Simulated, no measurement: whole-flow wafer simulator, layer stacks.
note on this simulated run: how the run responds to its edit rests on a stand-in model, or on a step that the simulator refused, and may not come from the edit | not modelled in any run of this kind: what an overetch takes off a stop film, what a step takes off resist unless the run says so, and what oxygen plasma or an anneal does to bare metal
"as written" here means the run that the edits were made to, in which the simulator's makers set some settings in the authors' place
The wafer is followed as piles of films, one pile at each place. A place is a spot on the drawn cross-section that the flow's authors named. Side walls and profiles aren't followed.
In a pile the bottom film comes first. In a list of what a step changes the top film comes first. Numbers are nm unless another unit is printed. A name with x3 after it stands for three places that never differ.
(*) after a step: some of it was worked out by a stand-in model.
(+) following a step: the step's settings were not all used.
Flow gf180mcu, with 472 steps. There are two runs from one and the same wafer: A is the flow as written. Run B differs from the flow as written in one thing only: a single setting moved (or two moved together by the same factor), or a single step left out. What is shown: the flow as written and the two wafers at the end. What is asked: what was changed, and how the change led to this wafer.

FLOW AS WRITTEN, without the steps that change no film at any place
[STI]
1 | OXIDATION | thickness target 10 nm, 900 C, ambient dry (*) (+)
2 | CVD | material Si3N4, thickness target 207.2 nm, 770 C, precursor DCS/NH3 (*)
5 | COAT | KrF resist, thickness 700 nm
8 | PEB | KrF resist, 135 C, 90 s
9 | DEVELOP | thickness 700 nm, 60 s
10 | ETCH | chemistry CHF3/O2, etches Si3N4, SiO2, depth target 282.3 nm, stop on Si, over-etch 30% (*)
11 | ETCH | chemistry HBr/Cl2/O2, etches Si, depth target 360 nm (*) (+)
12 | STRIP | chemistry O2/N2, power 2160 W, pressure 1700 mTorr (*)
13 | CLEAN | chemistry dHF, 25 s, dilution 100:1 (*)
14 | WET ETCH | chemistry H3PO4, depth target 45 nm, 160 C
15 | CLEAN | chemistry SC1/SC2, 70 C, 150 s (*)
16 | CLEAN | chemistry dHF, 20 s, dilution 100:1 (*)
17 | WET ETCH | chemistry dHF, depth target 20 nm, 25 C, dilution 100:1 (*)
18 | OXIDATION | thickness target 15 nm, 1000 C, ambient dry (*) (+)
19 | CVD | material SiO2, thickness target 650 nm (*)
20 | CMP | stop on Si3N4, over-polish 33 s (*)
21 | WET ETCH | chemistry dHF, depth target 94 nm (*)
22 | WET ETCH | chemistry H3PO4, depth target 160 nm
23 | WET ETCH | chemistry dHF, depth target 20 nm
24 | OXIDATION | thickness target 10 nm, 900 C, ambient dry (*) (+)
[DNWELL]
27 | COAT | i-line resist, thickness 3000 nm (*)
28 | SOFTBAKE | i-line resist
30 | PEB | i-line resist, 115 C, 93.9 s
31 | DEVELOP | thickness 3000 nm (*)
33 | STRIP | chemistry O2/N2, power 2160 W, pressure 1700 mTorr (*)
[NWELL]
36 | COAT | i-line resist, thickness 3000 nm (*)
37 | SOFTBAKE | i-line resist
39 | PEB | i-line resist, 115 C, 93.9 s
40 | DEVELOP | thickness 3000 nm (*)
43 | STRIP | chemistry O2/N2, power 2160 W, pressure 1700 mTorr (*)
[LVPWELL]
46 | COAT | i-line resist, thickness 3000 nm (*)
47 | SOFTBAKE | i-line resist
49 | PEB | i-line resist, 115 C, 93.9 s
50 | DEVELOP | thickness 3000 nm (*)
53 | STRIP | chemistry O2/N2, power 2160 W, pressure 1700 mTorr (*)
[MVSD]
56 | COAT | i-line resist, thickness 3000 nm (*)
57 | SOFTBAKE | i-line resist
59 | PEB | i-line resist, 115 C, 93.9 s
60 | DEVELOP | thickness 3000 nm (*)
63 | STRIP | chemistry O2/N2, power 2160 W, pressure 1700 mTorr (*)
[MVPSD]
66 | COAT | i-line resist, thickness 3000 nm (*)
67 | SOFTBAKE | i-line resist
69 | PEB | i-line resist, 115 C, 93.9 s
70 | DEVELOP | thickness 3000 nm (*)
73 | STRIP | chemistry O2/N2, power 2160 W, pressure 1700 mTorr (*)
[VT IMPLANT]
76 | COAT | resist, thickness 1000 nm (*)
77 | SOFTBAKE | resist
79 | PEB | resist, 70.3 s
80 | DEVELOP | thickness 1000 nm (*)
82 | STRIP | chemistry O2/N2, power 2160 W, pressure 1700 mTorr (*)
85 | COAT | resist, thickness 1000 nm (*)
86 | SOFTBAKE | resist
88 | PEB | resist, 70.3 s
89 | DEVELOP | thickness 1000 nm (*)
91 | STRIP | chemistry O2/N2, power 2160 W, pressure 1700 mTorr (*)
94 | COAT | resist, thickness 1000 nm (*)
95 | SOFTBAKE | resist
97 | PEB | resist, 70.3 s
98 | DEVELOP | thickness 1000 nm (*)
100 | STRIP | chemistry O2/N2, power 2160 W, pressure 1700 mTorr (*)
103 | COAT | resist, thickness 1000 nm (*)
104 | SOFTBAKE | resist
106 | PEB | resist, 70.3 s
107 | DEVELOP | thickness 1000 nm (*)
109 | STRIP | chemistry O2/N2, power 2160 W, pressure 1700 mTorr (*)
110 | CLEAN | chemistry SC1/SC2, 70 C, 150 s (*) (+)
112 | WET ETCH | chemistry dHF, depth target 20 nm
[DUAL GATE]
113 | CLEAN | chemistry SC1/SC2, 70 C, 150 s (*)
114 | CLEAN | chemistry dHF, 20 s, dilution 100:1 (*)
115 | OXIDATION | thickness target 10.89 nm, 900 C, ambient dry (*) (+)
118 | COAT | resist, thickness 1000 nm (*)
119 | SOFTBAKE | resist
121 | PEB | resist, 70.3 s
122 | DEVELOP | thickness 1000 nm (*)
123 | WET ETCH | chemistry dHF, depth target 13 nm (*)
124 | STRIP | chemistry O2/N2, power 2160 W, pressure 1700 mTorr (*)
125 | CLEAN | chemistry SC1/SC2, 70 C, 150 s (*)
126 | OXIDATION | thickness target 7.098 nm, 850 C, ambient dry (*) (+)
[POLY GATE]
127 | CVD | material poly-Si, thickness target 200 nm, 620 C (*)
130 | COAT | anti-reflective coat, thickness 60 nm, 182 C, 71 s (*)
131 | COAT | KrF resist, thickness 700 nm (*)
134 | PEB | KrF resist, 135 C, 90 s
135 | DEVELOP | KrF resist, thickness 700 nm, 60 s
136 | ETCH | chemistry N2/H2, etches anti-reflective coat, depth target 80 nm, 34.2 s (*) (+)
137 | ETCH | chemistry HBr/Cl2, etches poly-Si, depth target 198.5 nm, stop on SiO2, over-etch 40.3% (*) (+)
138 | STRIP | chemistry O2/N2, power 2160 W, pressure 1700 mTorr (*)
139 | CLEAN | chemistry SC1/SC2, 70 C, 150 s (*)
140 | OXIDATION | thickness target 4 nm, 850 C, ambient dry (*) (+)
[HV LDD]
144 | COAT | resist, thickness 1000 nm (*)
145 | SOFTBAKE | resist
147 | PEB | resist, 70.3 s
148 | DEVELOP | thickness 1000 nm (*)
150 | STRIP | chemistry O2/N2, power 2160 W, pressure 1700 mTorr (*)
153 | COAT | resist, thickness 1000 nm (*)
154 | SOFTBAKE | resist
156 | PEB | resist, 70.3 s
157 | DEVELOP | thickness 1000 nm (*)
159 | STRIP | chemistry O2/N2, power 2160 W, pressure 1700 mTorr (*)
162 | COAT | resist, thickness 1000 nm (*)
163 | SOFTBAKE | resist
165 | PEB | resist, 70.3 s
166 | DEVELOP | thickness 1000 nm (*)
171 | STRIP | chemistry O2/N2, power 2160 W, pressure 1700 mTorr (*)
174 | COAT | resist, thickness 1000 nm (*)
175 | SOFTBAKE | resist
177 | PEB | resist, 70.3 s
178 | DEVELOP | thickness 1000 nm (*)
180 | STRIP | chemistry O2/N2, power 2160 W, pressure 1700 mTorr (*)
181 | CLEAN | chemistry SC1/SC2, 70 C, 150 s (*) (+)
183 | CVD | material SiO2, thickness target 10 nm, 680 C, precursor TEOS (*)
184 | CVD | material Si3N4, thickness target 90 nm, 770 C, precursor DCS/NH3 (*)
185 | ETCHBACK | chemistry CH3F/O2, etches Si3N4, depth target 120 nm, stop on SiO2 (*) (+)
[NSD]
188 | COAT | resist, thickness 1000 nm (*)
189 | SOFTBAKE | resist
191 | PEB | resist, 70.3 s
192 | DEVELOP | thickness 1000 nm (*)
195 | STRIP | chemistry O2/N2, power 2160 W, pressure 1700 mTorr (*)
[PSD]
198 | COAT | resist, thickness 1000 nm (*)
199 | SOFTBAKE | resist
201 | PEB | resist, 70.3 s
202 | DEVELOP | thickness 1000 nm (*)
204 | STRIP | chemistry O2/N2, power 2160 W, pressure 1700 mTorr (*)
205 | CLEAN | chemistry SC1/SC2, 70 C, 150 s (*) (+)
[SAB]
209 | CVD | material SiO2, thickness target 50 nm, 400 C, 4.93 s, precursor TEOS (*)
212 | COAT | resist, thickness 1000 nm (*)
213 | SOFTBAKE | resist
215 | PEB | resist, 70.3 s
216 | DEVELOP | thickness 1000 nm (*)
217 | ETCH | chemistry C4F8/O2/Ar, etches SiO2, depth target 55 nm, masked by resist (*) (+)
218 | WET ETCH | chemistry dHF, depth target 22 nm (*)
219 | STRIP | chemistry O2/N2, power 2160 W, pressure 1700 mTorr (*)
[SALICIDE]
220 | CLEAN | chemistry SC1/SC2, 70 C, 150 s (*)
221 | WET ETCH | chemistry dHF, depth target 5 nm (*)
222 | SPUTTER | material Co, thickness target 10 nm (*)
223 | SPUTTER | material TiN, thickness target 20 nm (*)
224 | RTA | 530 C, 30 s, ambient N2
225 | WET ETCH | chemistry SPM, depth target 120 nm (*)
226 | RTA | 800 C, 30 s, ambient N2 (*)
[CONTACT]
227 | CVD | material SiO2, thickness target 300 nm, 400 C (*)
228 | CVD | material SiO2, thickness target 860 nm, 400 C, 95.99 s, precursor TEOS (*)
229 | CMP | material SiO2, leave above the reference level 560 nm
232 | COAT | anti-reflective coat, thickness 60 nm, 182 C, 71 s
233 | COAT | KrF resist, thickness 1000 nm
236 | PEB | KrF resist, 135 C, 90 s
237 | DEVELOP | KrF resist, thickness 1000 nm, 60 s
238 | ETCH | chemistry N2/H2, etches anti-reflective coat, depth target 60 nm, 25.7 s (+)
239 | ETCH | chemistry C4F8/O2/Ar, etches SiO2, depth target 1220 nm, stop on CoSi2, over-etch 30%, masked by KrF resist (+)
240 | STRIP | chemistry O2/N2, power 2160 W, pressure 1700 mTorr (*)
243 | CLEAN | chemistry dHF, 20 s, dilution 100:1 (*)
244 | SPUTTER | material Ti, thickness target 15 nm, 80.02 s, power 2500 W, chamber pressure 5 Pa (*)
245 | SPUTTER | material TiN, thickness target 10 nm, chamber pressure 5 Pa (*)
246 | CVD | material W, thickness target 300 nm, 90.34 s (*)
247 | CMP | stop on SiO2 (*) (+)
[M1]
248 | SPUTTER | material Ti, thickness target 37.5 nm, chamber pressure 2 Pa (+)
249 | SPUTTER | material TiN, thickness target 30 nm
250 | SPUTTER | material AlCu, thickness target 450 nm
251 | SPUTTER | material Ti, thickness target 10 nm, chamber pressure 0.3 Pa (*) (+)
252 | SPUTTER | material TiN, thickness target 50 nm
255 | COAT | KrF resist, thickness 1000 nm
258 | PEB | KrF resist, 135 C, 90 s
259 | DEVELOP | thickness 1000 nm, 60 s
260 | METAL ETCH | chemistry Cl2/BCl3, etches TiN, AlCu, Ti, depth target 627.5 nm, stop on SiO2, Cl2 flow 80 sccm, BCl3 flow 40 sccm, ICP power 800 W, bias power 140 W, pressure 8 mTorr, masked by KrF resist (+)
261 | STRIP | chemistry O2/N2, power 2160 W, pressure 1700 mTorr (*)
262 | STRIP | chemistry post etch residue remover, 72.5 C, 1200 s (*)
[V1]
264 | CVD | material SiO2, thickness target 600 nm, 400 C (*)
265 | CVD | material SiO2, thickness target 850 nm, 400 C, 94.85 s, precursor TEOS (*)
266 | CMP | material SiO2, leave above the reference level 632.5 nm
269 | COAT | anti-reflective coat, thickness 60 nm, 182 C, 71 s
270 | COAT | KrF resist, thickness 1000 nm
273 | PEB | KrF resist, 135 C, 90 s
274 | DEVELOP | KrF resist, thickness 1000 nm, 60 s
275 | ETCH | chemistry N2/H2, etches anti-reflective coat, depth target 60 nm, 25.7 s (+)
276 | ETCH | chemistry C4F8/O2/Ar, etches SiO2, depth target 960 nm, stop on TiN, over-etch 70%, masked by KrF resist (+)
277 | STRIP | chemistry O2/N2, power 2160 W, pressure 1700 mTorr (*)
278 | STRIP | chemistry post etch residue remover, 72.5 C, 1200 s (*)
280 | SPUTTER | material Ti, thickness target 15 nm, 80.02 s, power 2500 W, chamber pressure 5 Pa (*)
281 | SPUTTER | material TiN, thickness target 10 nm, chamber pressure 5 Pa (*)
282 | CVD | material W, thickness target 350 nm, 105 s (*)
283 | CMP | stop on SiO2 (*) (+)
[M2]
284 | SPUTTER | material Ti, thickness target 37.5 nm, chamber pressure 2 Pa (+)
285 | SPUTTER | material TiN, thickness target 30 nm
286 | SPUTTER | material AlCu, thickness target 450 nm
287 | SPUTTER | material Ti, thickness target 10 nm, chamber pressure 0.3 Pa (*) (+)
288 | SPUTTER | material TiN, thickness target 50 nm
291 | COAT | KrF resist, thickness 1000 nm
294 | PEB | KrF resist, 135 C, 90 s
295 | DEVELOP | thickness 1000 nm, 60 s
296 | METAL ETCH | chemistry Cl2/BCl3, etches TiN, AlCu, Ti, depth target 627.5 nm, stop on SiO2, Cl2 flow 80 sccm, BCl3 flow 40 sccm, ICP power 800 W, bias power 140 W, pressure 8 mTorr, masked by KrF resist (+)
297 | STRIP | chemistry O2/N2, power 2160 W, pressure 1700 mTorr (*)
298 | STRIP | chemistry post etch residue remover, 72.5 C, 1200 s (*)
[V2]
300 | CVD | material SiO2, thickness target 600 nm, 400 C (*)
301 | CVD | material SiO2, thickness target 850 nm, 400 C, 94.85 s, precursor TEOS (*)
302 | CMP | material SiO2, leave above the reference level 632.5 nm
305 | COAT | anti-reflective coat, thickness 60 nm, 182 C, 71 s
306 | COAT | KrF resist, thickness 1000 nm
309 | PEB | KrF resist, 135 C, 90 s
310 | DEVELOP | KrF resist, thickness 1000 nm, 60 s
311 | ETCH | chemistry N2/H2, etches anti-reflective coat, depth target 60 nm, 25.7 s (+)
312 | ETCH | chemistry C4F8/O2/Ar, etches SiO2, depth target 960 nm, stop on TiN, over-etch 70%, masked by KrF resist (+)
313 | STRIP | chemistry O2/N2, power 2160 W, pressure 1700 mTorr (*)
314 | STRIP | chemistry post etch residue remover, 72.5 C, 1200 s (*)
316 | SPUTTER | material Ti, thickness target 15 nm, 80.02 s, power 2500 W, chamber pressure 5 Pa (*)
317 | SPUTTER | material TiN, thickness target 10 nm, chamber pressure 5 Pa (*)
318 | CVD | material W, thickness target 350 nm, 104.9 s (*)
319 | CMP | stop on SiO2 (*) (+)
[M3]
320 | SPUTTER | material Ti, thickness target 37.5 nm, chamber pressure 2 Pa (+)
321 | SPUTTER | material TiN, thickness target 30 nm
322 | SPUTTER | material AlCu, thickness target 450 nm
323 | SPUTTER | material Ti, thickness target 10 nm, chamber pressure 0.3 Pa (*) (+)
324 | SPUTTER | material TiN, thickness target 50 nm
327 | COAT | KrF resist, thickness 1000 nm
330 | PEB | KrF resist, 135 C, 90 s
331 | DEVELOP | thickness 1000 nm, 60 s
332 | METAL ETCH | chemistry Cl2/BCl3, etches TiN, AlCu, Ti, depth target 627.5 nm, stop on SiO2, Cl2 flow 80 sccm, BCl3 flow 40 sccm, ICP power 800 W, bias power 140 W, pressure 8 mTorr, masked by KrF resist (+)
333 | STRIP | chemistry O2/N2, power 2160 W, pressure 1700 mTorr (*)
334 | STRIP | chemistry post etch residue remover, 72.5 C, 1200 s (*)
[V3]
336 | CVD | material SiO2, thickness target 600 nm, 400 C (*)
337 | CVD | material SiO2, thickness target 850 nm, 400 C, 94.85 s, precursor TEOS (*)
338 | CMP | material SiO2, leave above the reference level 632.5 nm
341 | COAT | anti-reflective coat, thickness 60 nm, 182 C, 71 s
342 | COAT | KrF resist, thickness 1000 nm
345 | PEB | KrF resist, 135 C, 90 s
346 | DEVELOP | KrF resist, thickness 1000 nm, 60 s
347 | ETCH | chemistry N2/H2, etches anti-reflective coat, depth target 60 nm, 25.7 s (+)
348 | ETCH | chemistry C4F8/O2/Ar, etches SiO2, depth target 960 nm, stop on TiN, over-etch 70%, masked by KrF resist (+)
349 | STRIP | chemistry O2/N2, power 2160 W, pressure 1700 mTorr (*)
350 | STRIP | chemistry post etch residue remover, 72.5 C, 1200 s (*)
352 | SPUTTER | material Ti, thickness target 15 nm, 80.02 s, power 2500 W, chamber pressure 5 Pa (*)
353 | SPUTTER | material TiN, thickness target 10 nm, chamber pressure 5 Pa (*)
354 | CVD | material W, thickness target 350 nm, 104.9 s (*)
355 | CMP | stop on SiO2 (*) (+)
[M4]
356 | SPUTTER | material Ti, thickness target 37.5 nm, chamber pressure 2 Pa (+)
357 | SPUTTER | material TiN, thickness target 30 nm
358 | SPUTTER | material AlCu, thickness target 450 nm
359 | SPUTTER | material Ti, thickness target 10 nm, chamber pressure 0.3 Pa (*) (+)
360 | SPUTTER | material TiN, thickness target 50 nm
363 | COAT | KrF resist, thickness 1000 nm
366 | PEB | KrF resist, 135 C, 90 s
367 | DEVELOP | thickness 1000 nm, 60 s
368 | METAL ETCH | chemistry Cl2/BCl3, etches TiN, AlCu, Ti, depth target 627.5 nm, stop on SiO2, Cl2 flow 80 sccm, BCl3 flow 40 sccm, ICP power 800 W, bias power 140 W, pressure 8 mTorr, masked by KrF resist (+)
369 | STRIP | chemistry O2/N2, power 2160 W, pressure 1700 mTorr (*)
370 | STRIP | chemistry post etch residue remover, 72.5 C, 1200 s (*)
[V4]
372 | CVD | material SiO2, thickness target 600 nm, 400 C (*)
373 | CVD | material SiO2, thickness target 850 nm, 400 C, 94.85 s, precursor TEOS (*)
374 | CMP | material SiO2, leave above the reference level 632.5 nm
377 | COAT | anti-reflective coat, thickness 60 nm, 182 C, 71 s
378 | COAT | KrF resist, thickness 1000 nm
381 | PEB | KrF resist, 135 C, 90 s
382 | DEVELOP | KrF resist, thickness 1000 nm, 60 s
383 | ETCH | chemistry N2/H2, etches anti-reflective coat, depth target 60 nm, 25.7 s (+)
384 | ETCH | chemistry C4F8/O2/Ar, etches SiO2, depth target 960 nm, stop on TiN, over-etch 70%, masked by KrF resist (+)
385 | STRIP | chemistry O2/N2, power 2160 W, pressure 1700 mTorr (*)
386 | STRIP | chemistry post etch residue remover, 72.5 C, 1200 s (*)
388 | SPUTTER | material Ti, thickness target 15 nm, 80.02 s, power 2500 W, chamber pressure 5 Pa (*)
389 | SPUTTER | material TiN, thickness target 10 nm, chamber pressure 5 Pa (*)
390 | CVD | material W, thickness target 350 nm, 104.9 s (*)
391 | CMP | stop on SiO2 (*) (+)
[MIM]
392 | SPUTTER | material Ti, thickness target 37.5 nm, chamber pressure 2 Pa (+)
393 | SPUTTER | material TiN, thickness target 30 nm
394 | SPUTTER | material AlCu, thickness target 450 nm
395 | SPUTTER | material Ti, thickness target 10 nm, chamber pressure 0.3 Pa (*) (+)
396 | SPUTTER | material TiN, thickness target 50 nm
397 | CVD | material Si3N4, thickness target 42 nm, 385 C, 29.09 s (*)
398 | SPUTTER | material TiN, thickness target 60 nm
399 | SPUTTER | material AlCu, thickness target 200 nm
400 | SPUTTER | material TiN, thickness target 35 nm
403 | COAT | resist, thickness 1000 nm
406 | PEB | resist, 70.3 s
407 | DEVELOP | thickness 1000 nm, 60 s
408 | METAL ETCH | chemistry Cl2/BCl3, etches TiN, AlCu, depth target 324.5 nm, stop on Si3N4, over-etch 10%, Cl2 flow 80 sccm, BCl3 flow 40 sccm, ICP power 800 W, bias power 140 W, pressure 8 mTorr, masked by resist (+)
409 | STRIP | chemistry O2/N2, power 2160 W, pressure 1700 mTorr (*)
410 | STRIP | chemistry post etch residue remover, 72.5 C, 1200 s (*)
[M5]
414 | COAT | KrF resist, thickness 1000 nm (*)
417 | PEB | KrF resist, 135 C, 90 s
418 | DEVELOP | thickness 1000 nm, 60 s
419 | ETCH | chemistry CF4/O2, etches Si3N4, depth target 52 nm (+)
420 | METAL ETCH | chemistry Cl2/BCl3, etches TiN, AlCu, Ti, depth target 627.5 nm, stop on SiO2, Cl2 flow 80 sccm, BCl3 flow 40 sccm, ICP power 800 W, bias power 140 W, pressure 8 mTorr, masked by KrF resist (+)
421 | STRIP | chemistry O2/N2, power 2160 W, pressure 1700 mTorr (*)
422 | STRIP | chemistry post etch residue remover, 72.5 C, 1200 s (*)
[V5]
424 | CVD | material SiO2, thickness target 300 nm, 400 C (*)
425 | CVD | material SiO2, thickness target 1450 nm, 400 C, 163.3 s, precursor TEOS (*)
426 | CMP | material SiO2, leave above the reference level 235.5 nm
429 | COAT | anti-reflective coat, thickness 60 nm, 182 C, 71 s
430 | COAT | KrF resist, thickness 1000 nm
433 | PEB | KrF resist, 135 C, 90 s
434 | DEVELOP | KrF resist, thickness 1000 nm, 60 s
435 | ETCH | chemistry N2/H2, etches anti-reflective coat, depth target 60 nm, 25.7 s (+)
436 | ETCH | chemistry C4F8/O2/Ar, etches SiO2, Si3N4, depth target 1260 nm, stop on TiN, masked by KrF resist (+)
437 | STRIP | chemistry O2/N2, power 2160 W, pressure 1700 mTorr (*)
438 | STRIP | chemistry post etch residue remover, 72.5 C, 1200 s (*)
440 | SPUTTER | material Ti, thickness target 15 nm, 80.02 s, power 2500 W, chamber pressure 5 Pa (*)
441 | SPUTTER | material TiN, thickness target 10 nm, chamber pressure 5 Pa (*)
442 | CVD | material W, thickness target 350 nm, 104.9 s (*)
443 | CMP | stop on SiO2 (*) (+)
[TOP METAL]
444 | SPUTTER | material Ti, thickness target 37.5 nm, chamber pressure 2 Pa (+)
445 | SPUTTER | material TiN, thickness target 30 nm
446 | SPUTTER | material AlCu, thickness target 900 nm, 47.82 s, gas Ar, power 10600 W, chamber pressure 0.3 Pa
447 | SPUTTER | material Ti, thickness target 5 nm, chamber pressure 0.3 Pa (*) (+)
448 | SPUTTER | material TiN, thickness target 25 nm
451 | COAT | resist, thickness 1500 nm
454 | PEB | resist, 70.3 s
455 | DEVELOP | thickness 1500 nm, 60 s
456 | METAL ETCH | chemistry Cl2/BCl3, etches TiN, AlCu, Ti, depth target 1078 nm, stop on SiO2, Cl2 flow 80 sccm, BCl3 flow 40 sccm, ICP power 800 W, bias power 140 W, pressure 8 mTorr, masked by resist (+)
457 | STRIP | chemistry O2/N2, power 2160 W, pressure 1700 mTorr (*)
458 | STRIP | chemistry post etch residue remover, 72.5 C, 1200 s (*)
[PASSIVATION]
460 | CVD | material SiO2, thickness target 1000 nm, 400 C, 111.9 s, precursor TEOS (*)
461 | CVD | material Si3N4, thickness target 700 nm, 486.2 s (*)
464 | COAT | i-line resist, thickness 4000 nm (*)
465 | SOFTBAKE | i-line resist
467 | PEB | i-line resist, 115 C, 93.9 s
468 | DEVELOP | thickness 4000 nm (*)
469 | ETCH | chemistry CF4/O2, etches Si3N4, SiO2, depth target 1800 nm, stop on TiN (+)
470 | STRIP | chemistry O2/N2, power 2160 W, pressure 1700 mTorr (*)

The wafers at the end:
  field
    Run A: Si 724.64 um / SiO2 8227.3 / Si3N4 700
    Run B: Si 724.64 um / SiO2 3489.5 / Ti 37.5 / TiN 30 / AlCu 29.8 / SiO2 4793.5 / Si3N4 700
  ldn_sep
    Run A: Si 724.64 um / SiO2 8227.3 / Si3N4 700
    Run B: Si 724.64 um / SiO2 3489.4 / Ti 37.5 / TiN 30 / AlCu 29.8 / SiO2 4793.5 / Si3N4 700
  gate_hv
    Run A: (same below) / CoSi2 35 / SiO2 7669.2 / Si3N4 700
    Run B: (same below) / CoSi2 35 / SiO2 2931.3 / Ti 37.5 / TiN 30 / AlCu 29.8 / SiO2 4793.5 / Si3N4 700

What caused this: step 322, SPUTTER: thickness target 603 nm was run, while the flow as written has thickness target 450 nm.

The path from the change to this, step by step:
  322 | SPUTTER | material AlCu, thickness target 450 nm
      field, field__w1, field__w2 and 108 more: A +450 AlCu (new film) | B +603 AlCu (new film)
  332 | METAL ETCH | chemistry Cl2/BCl3, etches TiN, AlCu, Ti, depth target 627.5 nm, stop on SiO2, Cl2 flow 80 sccm, BCl3 flow 40 sccm, ICP power 800 W, bias power 140 W, pressure 8 mTorr, masked by KrF resist (+)
      field, field__w1, field__w2 and 103 more: A -50 TiN (all of it), -10 Ti (all of it), -450 AlCu (all of it), -30 TiN (all of it), -37.5 Ti (all of it) | B -50 TiN (all of it), -10 Ti (all of it), -567.5 AlCu
  334 | STRIP | chemistry post etch residue remover, 72.5 C, 1200 s (*)
      field, field__w1, field__w2 and 103 more: A nothing | B -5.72 AlCu
  336 | CVD | material SiO2, thickness target 600 nm, 400 C (*)
      field, field__w1, field__w2 and 103 more: A +600 SiO2 | B +600 SiO2 (new film)
  338 | CMP | material SiO2, leave above the reference level 632.5 nm
      field, field__w1, field__w2 and 103 more: A -300 SiO2 | B -244.3 SiO2
If metal films that touch count as one body, field has 1 body; the flow as written gives 0 bodies.
If metal films that touch count as one body, ldn_sep has 1 body; the flow as written gives 0 bodies.
If metal films that touch count as one body, gate_hv has 2 bodies (between them, from the top down: SiO2 2931.3); the flow as written gives 1 body.
